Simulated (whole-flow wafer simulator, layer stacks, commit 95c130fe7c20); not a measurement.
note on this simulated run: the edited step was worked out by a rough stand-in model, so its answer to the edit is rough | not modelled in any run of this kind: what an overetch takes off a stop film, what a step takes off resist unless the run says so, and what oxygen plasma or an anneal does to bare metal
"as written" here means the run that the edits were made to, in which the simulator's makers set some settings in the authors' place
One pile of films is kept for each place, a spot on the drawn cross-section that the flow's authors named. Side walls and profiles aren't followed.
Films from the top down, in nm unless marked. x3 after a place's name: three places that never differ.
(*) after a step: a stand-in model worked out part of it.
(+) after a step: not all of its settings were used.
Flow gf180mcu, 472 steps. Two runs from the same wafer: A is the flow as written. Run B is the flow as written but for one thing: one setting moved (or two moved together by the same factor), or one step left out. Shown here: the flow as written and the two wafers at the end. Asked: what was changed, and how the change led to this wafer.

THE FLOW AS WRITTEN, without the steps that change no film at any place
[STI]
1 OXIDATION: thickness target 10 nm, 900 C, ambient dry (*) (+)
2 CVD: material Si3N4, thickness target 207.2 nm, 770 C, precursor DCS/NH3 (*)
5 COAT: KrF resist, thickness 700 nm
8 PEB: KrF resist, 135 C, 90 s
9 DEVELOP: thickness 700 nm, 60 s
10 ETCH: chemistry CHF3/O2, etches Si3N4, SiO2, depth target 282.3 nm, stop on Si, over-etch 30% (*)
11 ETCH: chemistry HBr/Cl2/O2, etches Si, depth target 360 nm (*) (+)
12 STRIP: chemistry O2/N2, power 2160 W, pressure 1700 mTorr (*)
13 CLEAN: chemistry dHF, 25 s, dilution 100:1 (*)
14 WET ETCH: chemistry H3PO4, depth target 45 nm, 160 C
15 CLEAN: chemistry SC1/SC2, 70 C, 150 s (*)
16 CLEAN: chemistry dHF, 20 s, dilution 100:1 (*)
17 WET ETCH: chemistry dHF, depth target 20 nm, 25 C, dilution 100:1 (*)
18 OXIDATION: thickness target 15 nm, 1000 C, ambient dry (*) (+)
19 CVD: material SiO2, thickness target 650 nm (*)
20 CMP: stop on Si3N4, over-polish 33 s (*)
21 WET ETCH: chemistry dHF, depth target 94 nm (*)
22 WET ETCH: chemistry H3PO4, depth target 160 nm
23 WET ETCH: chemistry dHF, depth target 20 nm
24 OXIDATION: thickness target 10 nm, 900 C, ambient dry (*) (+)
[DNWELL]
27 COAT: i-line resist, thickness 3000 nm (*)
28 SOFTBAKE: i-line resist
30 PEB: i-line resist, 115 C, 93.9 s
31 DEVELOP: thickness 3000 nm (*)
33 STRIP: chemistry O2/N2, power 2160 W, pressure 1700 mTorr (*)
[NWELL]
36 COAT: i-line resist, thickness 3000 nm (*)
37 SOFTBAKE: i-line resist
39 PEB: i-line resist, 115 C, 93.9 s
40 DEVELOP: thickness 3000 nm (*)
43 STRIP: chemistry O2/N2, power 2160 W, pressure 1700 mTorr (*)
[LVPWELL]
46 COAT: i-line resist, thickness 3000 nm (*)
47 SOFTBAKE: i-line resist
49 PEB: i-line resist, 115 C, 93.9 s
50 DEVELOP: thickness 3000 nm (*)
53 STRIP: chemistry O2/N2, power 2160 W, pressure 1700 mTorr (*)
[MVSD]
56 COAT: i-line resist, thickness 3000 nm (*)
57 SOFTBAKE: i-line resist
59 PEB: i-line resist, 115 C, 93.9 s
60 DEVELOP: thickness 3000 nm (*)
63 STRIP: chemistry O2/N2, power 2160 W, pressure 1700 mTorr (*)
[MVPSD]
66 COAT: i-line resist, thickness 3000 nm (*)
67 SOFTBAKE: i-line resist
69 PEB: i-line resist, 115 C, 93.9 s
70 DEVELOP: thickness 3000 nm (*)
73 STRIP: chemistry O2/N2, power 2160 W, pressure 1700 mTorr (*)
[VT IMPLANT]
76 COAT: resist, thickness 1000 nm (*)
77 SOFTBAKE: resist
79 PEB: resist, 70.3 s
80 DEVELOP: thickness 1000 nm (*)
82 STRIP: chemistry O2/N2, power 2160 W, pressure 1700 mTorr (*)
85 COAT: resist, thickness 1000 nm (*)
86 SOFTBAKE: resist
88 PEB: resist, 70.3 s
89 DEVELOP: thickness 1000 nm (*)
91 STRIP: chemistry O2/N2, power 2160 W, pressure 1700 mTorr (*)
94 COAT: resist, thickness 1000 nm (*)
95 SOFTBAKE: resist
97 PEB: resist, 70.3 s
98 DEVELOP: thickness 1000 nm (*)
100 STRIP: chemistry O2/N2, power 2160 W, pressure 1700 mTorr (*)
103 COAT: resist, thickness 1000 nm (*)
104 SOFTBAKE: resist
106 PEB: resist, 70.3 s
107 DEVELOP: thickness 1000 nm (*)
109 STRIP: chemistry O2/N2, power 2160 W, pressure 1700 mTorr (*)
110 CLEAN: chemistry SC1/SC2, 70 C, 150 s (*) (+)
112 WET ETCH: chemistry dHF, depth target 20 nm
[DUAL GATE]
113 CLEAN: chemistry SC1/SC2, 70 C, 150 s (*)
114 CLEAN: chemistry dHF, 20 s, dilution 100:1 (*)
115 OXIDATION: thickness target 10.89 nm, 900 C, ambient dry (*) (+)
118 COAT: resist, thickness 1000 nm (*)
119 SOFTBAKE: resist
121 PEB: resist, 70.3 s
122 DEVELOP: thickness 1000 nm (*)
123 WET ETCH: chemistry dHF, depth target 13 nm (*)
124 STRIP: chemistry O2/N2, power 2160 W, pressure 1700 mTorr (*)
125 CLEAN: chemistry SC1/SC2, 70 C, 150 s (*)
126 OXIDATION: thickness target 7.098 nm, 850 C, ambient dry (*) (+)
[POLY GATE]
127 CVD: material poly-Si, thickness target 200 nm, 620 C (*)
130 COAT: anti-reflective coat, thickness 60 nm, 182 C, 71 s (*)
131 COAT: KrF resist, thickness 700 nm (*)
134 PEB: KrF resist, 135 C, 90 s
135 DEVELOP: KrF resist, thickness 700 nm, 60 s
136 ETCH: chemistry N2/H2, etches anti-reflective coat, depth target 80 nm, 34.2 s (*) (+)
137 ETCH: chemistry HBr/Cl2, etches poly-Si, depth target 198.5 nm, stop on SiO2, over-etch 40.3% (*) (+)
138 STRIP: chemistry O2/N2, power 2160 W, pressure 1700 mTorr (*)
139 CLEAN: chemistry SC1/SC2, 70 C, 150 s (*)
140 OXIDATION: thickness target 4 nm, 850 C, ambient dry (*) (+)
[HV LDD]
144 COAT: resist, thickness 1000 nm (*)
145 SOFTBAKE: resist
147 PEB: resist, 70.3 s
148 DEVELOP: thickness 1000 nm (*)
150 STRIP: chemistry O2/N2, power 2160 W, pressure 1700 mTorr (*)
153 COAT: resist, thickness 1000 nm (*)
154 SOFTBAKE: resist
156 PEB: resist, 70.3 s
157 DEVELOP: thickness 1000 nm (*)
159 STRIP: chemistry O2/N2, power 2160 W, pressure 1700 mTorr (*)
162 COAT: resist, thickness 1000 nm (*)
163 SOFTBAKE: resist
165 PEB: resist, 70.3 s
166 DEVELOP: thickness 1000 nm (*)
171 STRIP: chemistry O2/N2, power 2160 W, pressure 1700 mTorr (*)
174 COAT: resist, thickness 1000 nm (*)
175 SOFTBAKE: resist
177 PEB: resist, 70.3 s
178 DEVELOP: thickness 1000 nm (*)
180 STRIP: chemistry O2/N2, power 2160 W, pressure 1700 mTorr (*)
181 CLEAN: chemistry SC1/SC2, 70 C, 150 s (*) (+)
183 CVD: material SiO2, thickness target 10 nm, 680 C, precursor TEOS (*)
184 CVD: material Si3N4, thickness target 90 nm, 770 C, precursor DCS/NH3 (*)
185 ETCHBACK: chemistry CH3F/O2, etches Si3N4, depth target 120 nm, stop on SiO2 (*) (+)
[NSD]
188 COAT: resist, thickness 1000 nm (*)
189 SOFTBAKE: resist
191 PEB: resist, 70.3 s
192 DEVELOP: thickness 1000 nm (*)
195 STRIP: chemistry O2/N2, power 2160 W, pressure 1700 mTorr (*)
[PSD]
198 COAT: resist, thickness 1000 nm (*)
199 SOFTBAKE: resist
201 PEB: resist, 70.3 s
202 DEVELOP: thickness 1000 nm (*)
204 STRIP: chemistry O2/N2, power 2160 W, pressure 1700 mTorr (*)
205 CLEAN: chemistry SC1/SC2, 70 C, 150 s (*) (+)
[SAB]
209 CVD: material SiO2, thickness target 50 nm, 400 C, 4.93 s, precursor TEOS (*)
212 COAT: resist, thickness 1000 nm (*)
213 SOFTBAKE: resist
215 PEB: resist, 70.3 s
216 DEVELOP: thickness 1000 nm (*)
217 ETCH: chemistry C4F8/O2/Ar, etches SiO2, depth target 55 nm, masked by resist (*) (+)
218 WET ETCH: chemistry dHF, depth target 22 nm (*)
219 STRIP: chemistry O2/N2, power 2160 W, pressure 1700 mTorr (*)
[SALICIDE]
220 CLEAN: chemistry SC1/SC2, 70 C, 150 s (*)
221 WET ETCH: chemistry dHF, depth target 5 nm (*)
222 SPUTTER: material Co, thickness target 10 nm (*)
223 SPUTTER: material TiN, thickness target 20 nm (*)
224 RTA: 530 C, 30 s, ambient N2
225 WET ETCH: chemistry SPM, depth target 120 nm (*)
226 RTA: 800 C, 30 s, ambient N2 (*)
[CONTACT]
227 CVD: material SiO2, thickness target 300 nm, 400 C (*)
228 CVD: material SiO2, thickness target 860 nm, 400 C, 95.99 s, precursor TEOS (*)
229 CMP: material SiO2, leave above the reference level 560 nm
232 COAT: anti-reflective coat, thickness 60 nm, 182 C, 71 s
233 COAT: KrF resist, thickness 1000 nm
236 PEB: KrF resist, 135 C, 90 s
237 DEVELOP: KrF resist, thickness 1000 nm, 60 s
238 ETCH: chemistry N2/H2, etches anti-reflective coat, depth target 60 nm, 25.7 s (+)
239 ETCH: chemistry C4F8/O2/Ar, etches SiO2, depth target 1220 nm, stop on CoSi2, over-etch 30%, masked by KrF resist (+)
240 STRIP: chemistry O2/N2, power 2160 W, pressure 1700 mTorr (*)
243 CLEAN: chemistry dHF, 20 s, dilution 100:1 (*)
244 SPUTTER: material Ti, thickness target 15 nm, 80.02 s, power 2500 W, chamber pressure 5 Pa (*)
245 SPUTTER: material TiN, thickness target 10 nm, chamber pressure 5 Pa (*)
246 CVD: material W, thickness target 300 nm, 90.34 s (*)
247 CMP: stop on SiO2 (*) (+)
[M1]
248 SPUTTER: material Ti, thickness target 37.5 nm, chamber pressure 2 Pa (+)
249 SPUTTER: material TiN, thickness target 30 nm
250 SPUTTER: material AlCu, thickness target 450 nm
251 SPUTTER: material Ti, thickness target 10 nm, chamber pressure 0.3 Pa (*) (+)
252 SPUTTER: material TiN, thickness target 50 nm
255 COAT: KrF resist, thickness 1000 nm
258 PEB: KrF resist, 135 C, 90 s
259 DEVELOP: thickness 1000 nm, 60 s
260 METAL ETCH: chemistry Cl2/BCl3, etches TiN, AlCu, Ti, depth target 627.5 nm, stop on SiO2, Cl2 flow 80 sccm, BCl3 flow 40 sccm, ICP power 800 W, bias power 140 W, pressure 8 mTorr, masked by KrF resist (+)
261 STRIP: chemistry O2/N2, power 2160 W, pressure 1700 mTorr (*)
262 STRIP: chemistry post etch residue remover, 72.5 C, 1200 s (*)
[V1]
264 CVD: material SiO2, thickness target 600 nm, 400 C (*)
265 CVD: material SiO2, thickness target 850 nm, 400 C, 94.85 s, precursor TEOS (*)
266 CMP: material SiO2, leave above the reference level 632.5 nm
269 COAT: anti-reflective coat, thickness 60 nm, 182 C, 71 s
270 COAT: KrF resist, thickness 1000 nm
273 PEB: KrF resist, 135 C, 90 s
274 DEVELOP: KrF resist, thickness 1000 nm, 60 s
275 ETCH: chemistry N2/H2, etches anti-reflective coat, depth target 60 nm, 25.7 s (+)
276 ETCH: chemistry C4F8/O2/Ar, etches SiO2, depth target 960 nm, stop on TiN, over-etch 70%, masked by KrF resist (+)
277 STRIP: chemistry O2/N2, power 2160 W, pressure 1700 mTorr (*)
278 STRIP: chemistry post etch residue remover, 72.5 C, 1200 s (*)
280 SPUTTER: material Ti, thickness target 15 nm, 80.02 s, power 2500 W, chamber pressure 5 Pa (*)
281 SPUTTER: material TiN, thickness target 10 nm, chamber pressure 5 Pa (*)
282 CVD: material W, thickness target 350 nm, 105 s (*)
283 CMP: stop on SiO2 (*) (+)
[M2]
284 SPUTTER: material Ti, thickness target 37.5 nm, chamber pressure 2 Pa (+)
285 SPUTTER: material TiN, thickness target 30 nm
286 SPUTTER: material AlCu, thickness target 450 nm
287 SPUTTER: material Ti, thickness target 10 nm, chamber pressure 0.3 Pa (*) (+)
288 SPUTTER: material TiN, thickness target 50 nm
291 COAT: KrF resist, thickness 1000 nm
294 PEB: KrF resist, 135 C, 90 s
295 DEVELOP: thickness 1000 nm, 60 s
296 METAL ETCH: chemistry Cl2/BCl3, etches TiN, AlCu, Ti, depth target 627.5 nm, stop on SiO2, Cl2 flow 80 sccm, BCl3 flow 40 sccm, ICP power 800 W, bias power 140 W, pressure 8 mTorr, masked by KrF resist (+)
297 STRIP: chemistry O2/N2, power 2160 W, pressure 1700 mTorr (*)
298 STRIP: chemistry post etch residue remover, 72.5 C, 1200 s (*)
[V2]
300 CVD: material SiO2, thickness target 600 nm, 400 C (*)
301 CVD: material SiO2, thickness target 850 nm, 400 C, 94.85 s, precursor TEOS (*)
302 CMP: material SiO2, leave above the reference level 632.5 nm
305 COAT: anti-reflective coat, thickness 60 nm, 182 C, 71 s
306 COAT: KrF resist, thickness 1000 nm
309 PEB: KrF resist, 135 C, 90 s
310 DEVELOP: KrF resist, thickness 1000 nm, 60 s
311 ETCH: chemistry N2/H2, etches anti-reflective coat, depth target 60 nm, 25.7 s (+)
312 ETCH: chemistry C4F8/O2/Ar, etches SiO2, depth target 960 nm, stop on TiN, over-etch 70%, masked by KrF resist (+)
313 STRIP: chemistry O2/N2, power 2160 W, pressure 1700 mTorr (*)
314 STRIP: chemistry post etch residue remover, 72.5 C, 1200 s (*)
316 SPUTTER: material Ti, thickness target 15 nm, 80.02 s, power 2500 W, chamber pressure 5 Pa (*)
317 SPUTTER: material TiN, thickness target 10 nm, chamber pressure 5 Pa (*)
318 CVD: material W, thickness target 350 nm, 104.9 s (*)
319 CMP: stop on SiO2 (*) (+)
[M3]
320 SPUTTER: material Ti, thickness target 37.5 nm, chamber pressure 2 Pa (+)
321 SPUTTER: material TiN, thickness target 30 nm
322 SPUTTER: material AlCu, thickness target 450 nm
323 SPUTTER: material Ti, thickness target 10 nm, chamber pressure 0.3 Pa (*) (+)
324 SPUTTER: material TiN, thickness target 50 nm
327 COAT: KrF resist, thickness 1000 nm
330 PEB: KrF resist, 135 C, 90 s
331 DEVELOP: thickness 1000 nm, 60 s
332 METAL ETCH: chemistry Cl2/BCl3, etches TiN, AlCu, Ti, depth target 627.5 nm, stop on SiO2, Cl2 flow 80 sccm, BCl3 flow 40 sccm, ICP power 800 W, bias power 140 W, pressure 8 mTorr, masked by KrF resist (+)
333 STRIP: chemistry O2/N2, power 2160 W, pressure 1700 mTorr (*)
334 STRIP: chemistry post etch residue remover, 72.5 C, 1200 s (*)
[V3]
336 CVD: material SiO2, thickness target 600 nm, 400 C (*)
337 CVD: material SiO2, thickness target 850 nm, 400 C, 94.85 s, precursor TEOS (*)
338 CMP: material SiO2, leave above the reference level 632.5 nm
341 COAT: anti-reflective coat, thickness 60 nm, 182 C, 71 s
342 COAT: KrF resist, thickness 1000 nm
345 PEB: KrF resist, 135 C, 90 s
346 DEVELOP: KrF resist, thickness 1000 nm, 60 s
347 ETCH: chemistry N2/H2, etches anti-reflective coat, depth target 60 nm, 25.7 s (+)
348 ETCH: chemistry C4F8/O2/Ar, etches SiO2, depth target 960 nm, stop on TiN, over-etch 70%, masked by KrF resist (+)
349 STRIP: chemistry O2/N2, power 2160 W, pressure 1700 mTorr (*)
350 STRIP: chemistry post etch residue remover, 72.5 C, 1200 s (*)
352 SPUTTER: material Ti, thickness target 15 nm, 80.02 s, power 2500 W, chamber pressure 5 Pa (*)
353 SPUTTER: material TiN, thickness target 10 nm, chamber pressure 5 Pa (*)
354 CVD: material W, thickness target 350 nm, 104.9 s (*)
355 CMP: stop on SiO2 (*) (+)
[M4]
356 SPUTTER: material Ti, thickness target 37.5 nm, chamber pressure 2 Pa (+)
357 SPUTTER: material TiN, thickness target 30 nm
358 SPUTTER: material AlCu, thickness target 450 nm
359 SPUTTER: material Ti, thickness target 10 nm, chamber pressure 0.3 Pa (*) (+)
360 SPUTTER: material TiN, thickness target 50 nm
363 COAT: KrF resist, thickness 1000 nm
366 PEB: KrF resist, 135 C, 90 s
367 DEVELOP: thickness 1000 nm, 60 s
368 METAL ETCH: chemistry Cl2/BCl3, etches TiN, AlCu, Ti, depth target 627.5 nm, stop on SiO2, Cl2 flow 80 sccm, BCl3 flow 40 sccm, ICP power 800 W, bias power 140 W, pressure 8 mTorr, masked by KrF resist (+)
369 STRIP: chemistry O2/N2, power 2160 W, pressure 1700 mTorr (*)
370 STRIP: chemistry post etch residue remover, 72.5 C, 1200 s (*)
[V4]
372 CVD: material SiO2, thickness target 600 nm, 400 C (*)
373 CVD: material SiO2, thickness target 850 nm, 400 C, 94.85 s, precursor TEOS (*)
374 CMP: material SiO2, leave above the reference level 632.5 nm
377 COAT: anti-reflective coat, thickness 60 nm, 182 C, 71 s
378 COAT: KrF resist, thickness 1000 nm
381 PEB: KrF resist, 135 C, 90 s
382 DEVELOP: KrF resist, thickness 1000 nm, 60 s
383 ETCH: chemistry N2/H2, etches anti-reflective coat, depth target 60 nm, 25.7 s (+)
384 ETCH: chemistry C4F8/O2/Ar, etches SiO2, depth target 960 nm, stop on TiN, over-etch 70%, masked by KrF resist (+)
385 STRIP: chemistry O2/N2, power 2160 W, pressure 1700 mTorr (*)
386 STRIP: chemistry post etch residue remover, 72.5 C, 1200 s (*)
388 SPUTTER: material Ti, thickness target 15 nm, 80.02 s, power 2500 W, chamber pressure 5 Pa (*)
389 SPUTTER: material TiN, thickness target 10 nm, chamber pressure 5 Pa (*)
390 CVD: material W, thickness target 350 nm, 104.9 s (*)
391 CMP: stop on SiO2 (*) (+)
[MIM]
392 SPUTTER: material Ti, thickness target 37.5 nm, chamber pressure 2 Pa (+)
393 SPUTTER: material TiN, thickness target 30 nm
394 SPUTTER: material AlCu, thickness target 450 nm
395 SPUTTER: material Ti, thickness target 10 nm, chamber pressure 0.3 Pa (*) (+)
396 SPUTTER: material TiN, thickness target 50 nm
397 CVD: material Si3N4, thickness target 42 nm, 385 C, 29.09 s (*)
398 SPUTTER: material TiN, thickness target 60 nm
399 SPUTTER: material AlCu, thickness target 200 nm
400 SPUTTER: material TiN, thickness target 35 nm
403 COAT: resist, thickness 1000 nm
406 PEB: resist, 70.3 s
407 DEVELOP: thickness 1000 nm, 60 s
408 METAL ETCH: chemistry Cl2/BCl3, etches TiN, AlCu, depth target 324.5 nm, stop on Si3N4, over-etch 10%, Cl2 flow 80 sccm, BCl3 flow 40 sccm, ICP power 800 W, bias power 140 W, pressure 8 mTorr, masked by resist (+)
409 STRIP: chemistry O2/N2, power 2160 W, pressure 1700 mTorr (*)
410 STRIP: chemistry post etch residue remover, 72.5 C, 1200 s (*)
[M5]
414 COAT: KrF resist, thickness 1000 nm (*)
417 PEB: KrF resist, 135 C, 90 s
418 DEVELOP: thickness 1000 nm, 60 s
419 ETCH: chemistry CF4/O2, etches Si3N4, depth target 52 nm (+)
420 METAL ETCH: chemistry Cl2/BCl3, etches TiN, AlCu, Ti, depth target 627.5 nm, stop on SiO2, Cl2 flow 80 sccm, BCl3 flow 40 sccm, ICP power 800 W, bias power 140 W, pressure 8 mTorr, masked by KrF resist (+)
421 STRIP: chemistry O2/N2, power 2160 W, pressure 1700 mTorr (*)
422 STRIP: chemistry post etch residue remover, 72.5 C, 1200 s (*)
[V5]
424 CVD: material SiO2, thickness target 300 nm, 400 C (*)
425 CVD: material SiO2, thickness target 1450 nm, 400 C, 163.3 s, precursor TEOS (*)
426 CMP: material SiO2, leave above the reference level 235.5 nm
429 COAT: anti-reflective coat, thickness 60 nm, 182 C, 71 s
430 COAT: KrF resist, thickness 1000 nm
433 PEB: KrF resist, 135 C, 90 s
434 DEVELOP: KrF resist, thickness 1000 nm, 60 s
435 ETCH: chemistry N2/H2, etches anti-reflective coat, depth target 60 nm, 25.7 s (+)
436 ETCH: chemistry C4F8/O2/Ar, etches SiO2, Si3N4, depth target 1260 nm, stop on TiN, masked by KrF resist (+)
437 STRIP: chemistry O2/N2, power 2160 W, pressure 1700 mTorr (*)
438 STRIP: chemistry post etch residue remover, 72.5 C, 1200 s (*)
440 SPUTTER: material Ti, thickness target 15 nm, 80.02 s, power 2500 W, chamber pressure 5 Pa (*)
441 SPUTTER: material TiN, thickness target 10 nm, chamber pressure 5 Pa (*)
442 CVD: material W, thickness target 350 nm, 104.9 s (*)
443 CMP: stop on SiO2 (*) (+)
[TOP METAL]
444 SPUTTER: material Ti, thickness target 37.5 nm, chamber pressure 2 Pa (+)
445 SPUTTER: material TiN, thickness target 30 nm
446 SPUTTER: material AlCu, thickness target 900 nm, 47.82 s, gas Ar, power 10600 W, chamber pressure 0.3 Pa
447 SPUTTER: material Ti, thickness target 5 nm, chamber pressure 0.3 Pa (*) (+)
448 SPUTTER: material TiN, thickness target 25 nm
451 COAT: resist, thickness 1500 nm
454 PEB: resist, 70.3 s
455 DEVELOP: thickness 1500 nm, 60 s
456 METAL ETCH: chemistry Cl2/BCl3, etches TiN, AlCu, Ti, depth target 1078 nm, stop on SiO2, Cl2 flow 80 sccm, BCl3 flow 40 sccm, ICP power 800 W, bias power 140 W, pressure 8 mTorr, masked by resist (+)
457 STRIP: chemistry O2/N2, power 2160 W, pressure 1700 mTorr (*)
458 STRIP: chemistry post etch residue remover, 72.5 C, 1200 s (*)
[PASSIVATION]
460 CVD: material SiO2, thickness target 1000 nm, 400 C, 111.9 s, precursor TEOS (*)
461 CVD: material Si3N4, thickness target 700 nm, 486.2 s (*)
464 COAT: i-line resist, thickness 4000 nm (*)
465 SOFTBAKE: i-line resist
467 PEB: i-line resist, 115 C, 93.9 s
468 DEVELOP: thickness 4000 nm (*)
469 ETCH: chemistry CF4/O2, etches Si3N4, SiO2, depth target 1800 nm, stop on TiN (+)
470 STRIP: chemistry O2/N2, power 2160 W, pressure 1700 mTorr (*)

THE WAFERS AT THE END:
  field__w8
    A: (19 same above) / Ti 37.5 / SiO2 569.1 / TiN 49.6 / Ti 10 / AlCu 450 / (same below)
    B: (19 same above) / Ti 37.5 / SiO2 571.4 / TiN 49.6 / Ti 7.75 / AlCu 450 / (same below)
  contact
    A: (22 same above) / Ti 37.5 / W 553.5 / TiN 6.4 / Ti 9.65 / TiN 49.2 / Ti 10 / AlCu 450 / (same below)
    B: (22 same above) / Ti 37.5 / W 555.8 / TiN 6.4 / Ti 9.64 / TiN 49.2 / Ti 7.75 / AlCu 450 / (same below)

The cause: step 323, SPUTTER: thickness target 7.75 nm was run, where the flow has thickness target 10 nm.
It can be read off the wafer: field__w8 has Ti 7.75, and step 323 as written asks for 10 nm.

How the change led to this, step by step:
  323 SPUTTER: material Ti, thickness target 10 nm, chamber pressure 0.3 Pa (*) (+)
      field, field__w1, field__w2 and 108 more: A Ti +10 (new film) | B Ti +7.75 (new film)
  332 METAL ETCH: chemistry Cl2/BCl3, etches TiN, AlCu, Ti, depth target 627.5 nm, stop on SiO2, Cl2 flow 80 sccm, BCl3 flow 40 sccm, ICP power 800 W, bias power 140 W, pressure 8 mTorr, masked by KrF resist (+)
      field, field__w1, field__w2 and 103 more: A TiN -50 (all of it), Ti -10 (all of it), AlCu -450 (all of it), TiN -30 (all of it), Ti -37.5 (all of it) | B TiN -50 (all of it), Ti -7.75 (all of it), AlCu -450 (all of it), TiN -30 (all of it), Ti -37.5 (all of it)
